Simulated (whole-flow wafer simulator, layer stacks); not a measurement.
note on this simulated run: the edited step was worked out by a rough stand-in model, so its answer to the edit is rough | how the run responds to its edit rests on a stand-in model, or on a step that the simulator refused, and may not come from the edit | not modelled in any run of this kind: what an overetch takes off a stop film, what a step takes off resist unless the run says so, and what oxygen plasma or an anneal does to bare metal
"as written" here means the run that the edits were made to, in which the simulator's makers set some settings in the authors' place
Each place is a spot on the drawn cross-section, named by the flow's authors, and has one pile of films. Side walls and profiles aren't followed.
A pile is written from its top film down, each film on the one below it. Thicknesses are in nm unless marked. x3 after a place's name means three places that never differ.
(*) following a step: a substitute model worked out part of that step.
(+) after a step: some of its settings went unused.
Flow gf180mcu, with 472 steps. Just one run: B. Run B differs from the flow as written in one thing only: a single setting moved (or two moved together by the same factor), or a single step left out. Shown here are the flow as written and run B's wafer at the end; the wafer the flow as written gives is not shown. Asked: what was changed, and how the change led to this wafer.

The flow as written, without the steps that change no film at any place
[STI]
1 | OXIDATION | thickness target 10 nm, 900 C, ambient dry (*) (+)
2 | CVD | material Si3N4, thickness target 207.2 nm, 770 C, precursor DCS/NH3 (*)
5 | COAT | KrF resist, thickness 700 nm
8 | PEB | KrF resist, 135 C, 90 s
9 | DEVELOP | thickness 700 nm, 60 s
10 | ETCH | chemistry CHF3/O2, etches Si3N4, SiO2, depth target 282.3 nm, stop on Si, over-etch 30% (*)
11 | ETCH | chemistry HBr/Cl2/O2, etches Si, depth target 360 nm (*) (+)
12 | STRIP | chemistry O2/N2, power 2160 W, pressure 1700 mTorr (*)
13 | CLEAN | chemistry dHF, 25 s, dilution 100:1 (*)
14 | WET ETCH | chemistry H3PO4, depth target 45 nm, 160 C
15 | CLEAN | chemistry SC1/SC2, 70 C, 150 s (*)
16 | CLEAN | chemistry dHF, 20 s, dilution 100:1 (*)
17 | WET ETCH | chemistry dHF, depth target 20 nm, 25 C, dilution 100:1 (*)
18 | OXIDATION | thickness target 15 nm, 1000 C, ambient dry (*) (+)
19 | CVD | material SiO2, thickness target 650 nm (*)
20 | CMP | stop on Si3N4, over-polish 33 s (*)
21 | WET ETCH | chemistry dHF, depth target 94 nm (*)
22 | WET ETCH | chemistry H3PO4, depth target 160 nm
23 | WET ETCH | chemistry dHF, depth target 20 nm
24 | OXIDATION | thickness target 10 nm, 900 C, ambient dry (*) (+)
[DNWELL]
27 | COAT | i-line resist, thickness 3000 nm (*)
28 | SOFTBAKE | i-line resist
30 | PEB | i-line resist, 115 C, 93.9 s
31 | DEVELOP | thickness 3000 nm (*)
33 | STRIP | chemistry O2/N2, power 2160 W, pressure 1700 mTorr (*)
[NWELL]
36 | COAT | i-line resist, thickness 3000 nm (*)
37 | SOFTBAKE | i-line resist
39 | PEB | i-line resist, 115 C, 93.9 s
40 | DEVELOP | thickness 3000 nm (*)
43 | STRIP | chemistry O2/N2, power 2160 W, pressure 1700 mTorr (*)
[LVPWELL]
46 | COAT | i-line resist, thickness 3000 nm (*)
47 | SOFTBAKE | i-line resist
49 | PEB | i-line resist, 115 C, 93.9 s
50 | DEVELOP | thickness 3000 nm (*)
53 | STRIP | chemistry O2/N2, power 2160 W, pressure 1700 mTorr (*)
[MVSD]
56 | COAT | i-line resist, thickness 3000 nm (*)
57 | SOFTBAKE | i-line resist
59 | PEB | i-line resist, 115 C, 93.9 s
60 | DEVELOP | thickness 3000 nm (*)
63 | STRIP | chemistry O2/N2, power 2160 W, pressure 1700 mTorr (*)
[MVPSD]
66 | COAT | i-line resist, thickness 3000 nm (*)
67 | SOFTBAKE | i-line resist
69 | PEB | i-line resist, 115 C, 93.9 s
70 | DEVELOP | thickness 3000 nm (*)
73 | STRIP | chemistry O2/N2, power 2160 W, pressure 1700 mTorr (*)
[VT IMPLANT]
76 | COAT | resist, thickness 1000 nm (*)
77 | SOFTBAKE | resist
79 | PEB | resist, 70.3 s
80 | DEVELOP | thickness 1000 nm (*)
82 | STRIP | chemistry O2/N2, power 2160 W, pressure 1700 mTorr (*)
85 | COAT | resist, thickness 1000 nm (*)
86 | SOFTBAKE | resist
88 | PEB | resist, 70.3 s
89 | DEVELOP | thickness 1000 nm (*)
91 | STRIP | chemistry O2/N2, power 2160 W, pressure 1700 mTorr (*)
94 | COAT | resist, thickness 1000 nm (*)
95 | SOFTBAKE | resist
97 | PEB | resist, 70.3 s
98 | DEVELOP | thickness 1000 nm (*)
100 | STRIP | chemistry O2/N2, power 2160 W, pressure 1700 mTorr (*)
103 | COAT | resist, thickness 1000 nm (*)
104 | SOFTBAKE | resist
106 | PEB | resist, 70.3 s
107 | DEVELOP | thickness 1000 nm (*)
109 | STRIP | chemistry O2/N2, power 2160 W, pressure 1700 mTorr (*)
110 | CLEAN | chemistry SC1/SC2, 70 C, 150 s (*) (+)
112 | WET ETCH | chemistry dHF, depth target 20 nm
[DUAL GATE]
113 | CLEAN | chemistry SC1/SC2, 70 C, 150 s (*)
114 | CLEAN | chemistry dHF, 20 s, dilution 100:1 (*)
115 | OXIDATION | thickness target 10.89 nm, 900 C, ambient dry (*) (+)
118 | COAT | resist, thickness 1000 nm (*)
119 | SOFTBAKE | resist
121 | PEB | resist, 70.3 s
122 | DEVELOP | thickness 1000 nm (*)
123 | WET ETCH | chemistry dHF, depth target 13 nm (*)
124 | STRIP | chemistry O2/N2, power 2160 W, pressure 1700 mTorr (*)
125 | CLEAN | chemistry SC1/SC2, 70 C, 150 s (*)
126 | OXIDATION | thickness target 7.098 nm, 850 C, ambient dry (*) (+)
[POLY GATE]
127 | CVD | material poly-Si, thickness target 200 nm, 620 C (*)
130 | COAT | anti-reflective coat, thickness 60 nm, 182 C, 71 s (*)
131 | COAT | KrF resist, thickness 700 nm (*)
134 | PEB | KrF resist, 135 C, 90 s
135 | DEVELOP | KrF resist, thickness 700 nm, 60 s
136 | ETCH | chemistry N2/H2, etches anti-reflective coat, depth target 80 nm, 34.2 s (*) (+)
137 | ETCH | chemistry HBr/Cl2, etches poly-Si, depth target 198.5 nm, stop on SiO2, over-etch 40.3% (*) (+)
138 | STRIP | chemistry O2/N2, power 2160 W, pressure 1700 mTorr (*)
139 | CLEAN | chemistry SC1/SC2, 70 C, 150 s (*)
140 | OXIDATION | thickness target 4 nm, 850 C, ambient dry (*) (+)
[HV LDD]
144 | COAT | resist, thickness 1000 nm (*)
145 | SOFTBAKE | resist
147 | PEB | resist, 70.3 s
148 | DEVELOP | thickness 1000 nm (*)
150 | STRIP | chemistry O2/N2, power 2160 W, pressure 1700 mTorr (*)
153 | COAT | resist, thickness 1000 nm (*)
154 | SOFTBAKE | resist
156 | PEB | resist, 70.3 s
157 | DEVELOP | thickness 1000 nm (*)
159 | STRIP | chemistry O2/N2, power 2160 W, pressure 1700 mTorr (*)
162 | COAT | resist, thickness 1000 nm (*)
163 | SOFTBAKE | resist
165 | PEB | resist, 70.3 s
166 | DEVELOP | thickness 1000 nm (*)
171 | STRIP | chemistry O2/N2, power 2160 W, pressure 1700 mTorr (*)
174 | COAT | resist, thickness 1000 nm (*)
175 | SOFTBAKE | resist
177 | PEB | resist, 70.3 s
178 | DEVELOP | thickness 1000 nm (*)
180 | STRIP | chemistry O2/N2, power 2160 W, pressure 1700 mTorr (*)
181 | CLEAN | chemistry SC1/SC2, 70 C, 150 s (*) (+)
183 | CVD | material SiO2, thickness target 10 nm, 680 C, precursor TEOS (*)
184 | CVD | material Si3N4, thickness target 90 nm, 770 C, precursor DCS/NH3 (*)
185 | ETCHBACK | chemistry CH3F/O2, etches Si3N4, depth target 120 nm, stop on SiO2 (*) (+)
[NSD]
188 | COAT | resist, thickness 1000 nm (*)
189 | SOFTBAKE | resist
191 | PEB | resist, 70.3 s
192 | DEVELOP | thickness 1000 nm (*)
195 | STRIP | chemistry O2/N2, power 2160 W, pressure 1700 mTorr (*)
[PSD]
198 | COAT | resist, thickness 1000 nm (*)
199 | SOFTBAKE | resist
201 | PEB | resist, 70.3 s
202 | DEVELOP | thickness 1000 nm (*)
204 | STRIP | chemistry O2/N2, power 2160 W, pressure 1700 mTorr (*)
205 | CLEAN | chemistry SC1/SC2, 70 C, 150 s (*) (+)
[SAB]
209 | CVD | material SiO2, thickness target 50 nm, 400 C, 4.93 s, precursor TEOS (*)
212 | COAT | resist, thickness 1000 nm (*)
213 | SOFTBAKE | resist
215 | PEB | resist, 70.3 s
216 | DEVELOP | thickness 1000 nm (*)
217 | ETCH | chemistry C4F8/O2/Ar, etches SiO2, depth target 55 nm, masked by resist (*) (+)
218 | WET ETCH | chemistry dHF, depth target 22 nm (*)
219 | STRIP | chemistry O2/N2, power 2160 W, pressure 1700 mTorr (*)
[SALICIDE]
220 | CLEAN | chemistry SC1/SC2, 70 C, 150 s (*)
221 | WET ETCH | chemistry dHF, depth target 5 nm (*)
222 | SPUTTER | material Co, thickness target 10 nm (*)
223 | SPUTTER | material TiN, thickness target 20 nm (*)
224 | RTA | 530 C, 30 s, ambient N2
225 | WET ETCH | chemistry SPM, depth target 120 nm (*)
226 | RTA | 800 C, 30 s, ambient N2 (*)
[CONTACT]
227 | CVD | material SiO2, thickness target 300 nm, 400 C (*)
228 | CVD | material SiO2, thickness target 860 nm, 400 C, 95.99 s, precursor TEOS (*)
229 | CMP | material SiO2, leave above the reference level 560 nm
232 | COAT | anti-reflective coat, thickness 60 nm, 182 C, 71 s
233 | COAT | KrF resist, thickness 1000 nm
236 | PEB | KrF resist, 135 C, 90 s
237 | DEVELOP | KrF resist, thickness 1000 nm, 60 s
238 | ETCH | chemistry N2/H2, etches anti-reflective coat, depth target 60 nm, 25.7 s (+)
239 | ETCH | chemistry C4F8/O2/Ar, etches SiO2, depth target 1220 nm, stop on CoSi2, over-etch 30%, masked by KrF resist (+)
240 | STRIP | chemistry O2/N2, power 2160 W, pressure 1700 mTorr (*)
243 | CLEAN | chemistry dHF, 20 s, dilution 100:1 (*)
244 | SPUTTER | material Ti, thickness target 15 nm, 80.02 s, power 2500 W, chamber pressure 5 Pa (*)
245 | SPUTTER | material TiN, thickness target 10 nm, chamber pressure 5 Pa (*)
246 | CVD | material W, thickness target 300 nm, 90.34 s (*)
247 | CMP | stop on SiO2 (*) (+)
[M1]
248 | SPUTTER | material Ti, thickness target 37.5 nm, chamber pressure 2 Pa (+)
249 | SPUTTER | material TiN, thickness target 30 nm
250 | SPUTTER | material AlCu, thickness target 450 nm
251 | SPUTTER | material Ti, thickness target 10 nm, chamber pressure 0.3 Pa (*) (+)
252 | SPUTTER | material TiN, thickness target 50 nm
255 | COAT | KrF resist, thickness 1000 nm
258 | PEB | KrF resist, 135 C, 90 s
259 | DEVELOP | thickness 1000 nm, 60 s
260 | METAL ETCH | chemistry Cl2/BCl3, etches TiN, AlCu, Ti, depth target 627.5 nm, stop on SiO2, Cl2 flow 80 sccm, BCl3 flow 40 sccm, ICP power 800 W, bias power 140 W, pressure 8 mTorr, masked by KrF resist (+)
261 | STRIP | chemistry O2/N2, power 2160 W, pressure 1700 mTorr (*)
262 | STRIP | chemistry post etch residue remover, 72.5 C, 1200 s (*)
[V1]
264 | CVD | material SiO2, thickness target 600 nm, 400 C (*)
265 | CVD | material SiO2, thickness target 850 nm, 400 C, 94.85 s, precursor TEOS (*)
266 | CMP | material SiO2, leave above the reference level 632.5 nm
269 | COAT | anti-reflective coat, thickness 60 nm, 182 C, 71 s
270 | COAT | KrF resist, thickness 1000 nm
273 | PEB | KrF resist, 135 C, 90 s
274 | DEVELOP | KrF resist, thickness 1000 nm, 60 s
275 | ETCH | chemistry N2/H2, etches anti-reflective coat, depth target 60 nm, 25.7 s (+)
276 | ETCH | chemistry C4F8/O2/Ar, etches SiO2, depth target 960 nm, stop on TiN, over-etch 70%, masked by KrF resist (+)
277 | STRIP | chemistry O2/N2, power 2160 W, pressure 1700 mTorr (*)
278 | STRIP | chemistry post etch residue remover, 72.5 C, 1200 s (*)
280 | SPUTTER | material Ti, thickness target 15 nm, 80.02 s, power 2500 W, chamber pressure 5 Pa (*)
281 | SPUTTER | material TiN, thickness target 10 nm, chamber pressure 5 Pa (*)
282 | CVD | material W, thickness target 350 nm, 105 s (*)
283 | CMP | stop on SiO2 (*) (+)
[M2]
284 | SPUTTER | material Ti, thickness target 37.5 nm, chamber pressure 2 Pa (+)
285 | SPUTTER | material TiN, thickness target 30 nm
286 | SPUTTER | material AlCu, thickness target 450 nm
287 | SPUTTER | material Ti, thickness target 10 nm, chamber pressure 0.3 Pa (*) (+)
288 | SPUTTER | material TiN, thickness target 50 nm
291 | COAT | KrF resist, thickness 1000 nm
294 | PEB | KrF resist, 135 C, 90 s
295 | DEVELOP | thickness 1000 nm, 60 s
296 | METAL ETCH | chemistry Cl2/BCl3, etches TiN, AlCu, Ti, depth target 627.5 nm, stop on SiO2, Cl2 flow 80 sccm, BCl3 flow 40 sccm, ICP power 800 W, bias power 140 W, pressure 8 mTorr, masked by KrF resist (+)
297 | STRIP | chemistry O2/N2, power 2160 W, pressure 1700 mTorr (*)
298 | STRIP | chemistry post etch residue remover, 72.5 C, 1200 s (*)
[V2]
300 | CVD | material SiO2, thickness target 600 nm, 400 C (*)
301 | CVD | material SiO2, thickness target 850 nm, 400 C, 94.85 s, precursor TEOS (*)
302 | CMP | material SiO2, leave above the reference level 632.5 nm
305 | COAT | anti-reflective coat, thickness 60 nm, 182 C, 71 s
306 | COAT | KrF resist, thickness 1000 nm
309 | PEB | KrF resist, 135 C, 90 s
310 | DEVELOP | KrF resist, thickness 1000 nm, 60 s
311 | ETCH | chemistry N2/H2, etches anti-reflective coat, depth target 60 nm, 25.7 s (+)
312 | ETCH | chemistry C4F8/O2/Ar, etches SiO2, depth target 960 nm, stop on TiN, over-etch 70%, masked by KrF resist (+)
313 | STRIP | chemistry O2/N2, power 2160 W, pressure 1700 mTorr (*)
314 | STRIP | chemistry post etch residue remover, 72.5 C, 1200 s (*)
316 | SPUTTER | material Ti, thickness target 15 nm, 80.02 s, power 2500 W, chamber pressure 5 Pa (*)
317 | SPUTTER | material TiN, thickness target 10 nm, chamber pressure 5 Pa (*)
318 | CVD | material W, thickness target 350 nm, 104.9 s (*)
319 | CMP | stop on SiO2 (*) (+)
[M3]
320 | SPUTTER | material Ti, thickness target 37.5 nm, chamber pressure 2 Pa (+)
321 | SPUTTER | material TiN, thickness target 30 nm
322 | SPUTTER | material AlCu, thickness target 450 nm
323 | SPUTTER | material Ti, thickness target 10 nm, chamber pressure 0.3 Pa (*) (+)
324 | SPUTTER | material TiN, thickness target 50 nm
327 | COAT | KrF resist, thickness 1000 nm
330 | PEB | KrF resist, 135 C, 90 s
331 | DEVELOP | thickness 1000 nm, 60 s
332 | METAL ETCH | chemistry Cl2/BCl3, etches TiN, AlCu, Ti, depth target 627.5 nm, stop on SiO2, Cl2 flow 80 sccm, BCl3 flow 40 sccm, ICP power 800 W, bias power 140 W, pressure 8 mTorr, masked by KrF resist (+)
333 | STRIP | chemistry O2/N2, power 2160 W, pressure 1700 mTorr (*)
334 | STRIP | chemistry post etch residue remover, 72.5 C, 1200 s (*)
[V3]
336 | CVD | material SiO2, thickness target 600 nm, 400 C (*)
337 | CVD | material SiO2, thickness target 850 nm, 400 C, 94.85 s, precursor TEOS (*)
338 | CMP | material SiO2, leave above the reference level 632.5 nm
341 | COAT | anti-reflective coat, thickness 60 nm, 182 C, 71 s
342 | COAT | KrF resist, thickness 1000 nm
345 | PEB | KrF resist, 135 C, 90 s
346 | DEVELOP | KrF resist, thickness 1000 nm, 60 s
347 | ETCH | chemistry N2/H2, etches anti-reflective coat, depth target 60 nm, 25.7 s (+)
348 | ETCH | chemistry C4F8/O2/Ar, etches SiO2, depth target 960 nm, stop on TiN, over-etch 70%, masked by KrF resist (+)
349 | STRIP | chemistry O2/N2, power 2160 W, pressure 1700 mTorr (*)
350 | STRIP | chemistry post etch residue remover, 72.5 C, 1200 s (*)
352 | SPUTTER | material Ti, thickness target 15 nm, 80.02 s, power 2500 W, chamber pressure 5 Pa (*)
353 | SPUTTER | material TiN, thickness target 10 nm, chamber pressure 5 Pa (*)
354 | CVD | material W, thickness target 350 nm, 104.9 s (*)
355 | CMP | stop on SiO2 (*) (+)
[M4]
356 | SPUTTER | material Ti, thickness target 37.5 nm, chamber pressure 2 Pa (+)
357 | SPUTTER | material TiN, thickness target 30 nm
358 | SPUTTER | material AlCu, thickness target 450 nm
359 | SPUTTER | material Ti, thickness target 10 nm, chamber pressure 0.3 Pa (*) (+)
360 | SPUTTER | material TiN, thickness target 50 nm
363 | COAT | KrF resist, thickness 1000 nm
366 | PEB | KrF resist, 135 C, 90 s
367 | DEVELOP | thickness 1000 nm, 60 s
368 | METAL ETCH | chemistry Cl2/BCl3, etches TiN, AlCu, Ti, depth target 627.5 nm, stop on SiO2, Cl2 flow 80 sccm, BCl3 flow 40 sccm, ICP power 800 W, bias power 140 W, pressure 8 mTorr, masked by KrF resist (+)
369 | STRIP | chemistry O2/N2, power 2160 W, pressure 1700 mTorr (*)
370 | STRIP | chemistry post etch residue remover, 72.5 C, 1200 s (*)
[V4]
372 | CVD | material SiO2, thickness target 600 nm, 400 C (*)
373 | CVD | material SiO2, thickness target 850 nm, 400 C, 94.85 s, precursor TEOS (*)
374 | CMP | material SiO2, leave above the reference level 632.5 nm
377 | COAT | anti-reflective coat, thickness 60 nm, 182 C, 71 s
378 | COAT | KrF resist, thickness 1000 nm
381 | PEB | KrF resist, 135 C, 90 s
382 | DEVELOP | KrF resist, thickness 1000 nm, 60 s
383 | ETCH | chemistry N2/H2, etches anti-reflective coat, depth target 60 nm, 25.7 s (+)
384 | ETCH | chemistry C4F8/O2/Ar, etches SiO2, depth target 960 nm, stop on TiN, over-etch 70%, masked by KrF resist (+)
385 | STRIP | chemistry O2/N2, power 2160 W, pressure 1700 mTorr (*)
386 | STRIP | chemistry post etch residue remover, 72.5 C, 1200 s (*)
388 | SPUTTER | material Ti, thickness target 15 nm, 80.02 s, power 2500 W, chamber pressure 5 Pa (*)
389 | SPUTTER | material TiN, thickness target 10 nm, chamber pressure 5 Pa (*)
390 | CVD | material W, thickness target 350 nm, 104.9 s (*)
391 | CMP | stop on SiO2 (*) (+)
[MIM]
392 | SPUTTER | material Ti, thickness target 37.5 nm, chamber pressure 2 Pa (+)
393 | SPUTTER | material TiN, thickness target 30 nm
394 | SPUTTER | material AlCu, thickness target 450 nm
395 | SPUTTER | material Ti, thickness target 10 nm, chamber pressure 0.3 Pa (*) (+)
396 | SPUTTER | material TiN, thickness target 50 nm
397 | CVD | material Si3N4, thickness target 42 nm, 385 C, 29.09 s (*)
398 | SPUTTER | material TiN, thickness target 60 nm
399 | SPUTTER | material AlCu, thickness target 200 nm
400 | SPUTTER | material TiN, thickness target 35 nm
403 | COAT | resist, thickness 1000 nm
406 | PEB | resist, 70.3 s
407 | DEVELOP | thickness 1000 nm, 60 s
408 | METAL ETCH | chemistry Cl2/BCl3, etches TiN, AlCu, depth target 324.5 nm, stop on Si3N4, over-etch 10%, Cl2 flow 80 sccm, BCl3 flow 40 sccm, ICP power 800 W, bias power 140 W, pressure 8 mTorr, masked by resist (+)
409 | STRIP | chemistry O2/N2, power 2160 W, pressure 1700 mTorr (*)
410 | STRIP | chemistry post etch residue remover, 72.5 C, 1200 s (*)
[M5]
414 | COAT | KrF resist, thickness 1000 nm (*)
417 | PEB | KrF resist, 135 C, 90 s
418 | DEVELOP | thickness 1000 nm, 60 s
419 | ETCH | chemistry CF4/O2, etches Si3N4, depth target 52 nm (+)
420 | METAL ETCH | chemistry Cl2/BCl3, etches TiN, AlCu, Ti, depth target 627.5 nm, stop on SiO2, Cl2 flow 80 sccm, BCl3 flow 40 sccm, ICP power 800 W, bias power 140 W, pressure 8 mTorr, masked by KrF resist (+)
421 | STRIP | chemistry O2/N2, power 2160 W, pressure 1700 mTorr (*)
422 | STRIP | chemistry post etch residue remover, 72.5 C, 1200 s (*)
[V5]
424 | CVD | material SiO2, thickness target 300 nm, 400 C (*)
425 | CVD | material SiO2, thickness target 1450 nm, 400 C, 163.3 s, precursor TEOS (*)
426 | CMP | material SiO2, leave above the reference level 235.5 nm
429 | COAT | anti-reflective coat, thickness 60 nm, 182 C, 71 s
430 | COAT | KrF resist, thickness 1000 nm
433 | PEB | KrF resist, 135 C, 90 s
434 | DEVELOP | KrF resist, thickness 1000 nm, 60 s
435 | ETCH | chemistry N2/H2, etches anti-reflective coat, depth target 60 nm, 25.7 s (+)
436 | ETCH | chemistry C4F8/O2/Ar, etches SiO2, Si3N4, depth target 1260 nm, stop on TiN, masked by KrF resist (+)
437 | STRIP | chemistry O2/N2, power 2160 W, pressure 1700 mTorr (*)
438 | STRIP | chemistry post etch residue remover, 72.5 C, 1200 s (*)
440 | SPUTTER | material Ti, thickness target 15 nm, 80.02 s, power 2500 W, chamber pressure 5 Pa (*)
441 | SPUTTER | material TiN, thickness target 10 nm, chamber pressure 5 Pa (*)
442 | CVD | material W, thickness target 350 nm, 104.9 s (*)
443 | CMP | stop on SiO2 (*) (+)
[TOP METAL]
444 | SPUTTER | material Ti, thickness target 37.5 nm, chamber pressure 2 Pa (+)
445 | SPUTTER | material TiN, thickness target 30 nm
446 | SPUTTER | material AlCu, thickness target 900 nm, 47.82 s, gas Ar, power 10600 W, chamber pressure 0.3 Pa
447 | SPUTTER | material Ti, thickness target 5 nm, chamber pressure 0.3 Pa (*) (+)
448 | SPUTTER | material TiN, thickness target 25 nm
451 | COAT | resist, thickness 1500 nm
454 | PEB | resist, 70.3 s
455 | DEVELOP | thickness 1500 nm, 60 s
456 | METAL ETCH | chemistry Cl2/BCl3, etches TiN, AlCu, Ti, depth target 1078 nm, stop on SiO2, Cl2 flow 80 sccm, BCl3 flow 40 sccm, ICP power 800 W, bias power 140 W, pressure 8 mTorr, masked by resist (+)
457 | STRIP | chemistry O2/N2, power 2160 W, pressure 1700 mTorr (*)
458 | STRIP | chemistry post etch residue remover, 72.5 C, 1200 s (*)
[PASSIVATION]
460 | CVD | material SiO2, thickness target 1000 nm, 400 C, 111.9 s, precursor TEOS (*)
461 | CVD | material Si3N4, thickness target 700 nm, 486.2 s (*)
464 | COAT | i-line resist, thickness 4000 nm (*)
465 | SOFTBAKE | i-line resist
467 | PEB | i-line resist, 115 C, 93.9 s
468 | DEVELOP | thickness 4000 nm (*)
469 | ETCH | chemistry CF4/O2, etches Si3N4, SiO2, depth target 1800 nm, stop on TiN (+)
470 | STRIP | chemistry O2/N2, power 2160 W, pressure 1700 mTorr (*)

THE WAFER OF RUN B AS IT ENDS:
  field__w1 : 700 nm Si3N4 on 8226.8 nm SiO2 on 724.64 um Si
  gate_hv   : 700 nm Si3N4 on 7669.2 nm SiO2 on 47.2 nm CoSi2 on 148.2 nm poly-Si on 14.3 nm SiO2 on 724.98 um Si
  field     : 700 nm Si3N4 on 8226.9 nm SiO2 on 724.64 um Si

Cause: step 222, SPUTTER: thickness target 13.5 nm was run, while the flow as written has thickness target 10 nm.

Step by step, how the change led to this:
  222 | SPUTTER | material Co, thickness target 10 nm (*)
      field, field__w7, field__w8 and 72 more: +13.5 Co (new film) (as written it would have been: +10 Co (new film))
      field__w6, field_sub, field_sub__w2: +13.4 Co (new film) (as written it would have been: +9.95 Co (new film))
      (and at 33 other places as well)
  223 | SPUTTER | material TiN, thickness target 20 nm (*)
      field__w12: +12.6 TiN (new film) (as written it would have been: +12 TiN (new film))
  224 | RTA | 530 C, 30 s, ambient N2
      gate, gate_hv, gate_p and 22 more: under 1 film: +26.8 CoSi (new film), -13.5 Co (all of it), -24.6 poly-Si (as written it would have been: under 1 film: +19.9 CoSi (new film), -10 Co (all of it), -18.2 poly-Si)
      active, p_well, sd_n and 11 more: under 1 film: +26.8 CoSi (new film), -13.5 Co (all of it), -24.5 Si (as written it would have been: under 1 film: +19.9 CoSi (new film), -10 Co (all of it), -18.1 Si)
      (and at 10 other places as well)
  225 | WET ETCH | chemistry SPM, depth target 120 nm (*)
      field, field__w7, field__w8 and 32 more: -20 TiN (all of it), -13.5 Co (all of it) (as written it would have been: -20 TiN (all of it), -10 Co (all of it))
      field__w9, nw_enc_fld_lv__w3: -19.1 TiN (all of it), -13 Co (all of it) (as written it would have been: -19.1 TiN (all of it), -9.6 Co (all of it))
      (and at 25 other places as well)
  226 | RTA | 800 C, 30 s, ambient N2 (*)
      gate, gate_hv, gate_p and 22 more: +47.2 CoSi2 (new film), -26.8 CoSi (all of it), -24.6 poly-Si (as written it would have been: +35 CoSi2 (new film), -19.9 CoSi (all of it), -18.2 poly-Si)
      active, p_well, sd_n and 11 more: +47.2 CoSi2 (new film), -26.8 CoSi (all of it), -24.5 Si (as written it would have been: +35 CoSi2 (new film), -19.9 CoSi (all of it), -18.1 Si)
      (and at 10 other places as well)
